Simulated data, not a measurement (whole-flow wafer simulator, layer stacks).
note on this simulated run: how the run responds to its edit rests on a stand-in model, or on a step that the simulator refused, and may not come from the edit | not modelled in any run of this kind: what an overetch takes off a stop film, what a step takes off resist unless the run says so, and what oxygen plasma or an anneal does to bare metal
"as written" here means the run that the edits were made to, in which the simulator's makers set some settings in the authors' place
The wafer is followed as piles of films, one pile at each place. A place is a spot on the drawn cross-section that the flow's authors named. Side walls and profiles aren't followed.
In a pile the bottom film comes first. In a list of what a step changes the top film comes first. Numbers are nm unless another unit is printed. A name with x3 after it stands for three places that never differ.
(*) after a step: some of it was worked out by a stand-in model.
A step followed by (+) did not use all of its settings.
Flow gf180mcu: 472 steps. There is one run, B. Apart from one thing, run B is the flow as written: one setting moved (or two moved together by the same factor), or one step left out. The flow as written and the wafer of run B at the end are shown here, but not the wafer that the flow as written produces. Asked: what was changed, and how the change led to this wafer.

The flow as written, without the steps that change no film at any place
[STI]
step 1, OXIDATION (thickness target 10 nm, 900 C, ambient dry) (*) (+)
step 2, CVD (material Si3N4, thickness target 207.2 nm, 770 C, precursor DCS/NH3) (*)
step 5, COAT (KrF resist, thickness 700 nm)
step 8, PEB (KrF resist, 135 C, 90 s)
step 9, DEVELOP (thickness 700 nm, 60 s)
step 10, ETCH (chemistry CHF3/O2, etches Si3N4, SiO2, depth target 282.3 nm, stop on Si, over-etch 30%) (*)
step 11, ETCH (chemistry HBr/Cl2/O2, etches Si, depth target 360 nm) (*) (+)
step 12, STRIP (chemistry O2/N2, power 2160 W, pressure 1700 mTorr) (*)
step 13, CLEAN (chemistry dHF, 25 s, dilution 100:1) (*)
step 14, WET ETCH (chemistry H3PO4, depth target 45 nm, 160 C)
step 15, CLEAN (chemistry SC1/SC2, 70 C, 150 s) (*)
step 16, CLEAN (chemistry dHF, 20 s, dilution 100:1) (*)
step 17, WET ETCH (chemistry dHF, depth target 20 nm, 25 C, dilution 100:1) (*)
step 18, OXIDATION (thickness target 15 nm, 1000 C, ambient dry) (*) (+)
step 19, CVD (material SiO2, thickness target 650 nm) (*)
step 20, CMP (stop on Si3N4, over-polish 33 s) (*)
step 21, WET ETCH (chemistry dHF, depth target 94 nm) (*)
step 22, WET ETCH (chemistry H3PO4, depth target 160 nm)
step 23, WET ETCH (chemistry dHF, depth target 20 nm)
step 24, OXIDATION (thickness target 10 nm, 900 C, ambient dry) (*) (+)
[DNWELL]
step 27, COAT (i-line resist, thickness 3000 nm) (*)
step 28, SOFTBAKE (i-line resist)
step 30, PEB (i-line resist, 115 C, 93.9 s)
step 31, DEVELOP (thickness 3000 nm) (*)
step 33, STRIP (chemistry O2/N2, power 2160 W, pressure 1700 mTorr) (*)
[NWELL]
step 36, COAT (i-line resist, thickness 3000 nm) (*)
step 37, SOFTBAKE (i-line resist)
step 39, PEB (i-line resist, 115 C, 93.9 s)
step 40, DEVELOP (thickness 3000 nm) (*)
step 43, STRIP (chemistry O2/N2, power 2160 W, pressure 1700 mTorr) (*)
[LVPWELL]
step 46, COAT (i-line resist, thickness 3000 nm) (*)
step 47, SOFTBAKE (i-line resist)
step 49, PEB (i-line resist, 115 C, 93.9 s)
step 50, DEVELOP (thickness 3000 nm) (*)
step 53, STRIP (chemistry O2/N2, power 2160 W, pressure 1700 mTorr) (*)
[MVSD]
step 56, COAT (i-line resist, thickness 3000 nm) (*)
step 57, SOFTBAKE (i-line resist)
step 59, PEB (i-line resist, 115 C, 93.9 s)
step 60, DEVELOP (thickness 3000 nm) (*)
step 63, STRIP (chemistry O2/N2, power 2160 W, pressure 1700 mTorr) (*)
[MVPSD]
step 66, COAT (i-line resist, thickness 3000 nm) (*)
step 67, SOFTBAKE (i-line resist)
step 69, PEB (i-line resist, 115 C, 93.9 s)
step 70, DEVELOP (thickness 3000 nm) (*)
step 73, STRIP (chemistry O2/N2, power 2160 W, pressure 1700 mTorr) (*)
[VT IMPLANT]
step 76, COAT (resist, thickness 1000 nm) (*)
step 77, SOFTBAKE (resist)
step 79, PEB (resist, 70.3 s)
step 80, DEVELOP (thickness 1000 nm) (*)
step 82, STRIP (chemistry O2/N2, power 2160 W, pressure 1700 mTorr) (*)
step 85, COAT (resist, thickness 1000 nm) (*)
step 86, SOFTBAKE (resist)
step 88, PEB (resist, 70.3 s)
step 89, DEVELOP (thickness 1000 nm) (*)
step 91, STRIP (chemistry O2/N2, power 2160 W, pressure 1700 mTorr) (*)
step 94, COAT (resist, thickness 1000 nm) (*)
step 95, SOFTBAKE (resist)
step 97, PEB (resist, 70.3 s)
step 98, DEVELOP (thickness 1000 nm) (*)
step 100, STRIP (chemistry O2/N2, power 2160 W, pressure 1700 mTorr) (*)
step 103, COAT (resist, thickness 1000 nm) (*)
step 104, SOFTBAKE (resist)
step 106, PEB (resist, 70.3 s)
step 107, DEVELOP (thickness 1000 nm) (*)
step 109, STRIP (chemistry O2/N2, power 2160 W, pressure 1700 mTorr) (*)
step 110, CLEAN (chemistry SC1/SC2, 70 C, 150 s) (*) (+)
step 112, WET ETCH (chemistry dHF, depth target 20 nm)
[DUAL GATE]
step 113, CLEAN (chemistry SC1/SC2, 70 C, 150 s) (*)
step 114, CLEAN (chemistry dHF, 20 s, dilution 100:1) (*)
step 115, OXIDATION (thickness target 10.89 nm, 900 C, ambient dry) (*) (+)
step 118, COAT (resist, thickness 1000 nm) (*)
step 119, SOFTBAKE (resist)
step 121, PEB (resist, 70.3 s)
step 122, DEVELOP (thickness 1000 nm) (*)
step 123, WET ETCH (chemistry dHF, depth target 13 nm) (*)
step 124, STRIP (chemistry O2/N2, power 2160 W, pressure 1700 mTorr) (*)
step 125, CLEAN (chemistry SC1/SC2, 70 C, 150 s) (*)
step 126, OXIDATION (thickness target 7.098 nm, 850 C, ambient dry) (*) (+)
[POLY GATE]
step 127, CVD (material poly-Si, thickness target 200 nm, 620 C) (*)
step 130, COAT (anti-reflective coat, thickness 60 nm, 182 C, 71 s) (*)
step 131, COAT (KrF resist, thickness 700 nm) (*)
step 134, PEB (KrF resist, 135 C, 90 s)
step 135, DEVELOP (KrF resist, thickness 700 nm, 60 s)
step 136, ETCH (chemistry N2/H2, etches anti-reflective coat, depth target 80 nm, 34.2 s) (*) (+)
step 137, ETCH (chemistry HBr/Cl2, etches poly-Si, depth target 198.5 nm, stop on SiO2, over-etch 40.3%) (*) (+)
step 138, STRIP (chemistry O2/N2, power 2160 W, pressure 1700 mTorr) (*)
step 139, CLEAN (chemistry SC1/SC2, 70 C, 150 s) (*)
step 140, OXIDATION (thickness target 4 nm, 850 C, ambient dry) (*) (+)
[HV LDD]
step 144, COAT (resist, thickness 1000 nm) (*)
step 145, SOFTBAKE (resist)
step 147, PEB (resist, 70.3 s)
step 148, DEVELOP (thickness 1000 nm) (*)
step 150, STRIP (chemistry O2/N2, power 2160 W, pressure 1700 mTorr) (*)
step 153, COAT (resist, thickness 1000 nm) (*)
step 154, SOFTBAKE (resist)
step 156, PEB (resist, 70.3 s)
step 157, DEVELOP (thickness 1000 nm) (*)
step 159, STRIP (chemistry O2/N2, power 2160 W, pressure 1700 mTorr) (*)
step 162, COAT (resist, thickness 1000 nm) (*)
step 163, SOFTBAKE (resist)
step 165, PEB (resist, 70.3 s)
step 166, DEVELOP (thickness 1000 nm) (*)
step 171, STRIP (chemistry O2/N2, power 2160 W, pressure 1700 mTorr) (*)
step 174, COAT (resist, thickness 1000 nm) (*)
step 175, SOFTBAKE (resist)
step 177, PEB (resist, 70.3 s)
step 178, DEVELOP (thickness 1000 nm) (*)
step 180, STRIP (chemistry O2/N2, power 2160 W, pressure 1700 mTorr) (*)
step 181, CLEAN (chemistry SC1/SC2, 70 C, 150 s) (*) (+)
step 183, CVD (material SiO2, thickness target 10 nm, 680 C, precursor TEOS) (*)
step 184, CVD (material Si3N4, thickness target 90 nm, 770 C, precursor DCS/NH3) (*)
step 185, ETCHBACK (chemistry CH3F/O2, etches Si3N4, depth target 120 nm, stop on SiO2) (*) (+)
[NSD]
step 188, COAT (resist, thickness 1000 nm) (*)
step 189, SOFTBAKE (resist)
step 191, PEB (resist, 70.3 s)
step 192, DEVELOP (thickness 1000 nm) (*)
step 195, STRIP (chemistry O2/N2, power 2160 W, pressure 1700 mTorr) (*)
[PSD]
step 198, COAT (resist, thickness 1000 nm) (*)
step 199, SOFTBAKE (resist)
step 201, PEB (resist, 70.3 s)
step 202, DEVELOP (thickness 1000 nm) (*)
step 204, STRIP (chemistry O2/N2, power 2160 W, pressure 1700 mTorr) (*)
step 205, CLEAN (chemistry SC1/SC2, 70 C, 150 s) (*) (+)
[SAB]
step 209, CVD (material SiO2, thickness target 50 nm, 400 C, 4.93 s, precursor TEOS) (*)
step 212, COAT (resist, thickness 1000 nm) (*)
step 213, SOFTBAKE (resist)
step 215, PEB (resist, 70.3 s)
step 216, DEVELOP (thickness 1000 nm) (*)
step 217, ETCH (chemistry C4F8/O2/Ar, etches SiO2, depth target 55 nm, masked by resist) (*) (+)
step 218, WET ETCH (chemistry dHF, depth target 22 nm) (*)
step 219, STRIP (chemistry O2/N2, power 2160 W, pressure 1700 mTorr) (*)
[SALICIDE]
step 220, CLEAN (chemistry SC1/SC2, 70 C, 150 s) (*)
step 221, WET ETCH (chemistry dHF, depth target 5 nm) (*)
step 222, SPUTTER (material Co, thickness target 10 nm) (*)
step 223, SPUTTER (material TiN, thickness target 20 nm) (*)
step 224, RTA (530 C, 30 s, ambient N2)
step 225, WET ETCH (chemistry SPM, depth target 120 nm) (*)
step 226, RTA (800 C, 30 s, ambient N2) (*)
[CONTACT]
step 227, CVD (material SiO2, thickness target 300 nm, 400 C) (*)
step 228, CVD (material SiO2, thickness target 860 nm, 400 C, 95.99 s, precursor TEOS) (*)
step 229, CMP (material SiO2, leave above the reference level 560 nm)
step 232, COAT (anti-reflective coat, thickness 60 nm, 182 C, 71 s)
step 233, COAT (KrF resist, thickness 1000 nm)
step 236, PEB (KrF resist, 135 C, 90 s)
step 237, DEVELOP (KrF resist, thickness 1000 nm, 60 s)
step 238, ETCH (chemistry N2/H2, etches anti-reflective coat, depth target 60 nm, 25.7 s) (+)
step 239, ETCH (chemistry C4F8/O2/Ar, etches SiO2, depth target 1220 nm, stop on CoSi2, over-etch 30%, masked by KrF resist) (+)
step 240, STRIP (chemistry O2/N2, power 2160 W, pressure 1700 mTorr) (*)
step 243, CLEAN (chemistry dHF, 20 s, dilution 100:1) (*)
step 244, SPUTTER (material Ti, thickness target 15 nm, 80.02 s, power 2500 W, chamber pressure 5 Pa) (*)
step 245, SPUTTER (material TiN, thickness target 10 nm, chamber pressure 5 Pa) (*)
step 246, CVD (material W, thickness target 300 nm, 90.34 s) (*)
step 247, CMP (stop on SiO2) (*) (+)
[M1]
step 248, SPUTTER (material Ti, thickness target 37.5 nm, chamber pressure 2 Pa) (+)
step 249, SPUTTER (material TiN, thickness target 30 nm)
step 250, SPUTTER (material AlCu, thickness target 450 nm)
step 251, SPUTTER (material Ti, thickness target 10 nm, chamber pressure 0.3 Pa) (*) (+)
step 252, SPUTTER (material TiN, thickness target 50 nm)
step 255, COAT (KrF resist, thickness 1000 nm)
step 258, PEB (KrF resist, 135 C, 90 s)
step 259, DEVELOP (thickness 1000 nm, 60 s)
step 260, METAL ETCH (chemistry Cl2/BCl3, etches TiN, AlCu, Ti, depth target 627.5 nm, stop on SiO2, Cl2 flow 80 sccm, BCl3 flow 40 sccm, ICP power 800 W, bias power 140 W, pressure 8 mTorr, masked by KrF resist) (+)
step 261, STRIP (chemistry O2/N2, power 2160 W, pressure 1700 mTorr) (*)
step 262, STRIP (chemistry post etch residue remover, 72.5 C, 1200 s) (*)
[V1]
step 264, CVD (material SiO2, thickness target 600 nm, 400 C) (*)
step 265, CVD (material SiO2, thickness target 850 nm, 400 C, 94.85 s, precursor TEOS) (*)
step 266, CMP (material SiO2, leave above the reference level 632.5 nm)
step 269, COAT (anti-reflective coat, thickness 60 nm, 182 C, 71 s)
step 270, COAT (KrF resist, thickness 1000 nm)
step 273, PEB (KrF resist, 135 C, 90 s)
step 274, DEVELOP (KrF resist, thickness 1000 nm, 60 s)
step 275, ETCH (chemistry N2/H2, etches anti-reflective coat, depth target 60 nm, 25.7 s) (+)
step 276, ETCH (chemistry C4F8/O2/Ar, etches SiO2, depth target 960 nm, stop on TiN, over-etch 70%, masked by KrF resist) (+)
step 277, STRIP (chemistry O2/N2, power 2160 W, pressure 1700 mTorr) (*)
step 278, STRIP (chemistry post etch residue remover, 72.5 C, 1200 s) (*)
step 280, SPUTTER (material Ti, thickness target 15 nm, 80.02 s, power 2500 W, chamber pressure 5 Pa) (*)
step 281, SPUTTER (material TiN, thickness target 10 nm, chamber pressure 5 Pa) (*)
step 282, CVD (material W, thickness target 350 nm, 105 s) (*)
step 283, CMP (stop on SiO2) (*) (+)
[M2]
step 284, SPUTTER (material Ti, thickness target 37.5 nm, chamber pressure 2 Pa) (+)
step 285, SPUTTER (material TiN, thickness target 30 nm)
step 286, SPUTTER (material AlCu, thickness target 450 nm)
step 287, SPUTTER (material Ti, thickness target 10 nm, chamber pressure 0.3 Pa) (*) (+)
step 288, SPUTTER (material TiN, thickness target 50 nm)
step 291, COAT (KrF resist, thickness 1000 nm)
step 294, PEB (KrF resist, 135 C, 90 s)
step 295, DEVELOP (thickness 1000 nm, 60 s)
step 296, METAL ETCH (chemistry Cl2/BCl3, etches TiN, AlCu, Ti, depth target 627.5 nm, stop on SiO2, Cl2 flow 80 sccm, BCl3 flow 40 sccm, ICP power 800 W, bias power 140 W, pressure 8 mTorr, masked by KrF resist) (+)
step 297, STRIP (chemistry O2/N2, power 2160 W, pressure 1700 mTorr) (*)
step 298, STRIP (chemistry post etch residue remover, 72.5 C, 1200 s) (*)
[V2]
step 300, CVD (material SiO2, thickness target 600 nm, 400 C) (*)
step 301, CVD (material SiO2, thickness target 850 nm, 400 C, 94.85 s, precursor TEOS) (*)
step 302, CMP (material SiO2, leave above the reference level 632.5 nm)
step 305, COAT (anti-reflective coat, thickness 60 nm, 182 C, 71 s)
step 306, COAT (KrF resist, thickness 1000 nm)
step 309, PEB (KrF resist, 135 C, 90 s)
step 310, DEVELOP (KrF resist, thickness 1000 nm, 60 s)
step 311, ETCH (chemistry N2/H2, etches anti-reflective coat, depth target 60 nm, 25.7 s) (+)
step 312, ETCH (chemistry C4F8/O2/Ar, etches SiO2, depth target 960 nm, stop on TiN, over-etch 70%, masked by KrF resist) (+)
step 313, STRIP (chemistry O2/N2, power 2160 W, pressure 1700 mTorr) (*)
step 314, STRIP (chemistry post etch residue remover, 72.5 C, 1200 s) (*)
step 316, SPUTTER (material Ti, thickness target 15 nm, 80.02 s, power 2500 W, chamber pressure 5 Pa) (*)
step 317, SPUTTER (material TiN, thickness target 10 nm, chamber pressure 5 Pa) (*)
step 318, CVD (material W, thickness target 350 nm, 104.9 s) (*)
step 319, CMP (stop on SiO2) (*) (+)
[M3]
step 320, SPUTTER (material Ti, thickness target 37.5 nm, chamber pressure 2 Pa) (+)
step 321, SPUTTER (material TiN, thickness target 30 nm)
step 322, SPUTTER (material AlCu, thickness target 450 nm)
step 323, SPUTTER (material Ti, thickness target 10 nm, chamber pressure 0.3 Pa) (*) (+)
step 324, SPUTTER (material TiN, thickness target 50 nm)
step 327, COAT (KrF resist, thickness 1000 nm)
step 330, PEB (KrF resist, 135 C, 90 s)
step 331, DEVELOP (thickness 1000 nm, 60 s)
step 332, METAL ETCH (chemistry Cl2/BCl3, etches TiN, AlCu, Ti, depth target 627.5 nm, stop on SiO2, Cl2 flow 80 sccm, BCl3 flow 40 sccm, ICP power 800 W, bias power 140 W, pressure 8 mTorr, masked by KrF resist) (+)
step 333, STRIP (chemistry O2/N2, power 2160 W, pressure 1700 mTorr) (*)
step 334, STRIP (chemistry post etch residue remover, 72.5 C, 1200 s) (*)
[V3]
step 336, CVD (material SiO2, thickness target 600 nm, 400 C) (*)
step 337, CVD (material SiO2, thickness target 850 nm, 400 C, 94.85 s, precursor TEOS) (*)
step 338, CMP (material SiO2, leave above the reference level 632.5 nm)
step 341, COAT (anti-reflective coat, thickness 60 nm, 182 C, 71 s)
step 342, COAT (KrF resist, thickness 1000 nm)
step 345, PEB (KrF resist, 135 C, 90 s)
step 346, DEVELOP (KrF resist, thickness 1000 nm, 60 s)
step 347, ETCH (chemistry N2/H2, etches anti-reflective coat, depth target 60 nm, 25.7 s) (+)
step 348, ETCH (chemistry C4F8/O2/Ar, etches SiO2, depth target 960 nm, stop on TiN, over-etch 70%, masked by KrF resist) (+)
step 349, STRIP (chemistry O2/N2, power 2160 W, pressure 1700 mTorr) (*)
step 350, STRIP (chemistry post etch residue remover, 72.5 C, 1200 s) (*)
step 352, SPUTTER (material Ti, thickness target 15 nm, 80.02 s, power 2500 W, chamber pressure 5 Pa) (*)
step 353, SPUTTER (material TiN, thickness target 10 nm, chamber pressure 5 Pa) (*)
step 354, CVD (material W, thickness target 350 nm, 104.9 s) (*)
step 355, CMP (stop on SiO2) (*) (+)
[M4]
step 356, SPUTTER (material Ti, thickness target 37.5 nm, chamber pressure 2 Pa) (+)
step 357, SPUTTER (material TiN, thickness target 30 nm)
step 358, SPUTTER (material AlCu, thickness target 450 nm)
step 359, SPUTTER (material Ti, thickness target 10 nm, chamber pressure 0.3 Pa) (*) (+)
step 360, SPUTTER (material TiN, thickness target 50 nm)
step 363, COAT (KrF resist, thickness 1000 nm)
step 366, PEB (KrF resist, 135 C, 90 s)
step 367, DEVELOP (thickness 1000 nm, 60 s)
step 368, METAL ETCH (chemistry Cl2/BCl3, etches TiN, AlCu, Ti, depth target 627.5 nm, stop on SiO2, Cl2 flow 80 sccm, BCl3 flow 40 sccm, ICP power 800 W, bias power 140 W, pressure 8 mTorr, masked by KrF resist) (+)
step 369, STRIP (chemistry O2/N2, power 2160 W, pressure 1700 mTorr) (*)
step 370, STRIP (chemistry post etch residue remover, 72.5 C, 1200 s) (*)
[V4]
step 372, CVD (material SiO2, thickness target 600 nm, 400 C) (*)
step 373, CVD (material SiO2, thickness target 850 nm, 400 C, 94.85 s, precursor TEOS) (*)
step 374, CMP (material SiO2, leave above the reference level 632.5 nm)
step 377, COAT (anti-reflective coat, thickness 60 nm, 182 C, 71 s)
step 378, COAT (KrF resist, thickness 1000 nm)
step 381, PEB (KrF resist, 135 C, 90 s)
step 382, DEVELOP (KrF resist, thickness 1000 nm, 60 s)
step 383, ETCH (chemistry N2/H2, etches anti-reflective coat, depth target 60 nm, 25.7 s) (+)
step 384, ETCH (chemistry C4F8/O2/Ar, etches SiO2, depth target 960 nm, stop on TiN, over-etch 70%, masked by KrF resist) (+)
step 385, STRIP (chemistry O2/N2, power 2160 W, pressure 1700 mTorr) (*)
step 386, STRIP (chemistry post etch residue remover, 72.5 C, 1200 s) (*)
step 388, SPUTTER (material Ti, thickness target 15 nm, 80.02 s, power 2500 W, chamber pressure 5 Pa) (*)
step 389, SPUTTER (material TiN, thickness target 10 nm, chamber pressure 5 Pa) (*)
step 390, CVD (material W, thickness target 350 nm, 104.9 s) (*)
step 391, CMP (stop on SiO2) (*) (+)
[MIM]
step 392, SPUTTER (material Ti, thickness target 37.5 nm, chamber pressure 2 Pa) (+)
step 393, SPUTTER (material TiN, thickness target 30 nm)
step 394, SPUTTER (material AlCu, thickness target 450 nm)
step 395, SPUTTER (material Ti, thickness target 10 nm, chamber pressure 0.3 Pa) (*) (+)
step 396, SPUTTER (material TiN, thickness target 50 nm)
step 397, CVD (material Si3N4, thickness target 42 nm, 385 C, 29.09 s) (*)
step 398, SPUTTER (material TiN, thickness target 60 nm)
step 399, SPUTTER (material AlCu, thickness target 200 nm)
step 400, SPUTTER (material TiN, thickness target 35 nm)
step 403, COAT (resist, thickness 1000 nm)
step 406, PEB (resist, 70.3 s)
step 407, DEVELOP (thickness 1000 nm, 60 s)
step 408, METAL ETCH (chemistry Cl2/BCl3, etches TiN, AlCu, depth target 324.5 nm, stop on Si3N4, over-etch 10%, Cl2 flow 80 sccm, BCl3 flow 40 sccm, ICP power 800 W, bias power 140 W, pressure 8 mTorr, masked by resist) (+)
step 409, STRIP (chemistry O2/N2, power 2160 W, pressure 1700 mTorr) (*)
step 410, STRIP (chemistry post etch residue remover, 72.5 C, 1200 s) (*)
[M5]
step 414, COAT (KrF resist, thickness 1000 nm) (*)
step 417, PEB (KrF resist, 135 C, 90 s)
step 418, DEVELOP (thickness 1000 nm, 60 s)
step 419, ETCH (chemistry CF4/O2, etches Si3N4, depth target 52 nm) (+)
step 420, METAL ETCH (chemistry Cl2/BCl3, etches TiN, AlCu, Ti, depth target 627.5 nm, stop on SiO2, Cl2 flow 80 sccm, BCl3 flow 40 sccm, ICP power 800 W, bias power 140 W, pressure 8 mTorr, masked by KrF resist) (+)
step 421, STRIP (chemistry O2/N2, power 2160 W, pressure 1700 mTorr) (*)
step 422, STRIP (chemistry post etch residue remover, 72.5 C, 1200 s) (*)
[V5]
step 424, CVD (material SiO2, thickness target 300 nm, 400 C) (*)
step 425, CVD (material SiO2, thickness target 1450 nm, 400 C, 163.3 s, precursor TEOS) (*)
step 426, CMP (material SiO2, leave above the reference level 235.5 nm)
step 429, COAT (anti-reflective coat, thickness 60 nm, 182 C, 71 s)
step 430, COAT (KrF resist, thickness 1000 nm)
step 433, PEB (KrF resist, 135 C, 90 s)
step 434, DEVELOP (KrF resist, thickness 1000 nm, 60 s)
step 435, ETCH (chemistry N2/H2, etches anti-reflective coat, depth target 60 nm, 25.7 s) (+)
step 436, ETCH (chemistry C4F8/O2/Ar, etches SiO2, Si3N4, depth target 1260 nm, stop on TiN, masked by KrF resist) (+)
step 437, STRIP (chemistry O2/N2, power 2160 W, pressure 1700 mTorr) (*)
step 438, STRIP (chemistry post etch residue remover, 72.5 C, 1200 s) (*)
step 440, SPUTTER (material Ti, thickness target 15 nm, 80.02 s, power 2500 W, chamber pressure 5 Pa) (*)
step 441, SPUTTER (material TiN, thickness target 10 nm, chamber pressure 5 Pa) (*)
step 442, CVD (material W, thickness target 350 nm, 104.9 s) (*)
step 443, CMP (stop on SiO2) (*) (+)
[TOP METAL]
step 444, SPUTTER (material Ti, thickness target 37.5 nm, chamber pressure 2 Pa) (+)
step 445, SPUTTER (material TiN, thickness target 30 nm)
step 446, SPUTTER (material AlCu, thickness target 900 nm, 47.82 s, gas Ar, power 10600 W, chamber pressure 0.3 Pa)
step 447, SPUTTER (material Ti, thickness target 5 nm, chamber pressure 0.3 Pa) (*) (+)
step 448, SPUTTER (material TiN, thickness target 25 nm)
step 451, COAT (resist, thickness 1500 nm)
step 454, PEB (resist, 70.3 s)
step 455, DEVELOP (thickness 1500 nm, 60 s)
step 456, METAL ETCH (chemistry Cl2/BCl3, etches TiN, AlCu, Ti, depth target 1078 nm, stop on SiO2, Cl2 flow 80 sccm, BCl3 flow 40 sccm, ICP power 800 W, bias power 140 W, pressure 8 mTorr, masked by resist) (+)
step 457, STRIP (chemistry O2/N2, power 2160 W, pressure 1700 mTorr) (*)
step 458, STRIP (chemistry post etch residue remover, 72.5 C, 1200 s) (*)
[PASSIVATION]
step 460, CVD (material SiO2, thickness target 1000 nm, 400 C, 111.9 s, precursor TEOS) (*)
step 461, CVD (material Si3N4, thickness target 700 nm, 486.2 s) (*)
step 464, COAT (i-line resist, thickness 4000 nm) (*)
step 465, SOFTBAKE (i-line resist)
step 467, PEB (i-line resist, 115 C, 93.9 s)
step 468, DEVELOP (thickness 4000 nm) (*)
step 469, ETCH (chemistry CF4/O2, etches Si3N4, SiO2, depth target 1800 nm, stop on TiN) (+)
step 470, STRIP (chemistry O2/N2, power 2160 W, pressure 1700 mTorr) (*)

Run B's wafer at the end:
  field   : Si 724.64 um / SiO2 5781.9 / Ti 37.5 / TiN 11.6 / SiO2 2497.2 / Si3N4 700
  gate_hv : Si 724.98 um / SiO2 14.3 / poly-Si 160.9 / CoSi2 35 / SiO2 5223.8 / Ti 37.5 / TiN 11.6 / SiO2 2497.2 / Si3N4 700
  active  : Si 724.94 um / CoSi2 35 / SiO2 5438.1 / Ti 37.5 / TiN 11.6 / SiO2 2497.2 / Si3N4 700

The reason: step 394, SPUTTER: thickness target 551 nm was run, though the flow has thickness target 450 nm.

The path from the change to this, step by step:
  step 394, SPUTTER (material AlCu, thickness target 450 nm)
      field, field__w1, field__w2 and 108 more: +551 AlCu (new film) (in the flow as written it would be: +450 AlCu (new film))
  step 420, METAL ETCH (chemistry Cl2/BCl3, etches TiN, AlCu, Ti, depth target 627.5 nm, stop on SiO2, Cl2 flow 80 sccm, BCl3 flow 40 sccm, ICP power 800 W, bias power 140 W, pressure 8 mTorr, masked by KrF resist) (+)
      field, field__w1, field__w2 and 101 more: -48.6 TiN (all of it), -10 Ti (all of it), -551 AlCu (all of it), -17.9 TiN (in the flow as written it would be: -48.6 TiN (all of it), -10 Ti (all of it), -450 AlCu (all of it), -30 TiN (all of it), -37.5 Ti (all of it))
  step 424, CVD (material SiO2, thickness target 300 nm, 400 C) (*)
      field, field__w1, field__w2 and 101 more: +300 SiO2 (new film) (in the flow as written it would be: +300 SiO2)
  step 426, CMP (material SiO2, leave above the reference level 235.5 nm)
      field, field__w1, field__w5 and 92 more: -249 SiO2 (in the flow as written it would be: -300.8 SiO2)
      field__w2, field__w3, field__w12 and 6 more: -218.5 SiO2 (in the flow as written it would be: -272.7 SiO2)
If metal films that touch count as one body, field has 1 body; the flow as written gives 0 bodies.
If metal films that touch count as one body, gate_hv has 2 bodies (between them, from the top down: SiO2 5223.8); the flow as written gives 1 body.
If metal films that touch count as one body, active has 2 bodies (between them, from the top down: SiO2 5438.1); the flow as written gives 1 body.
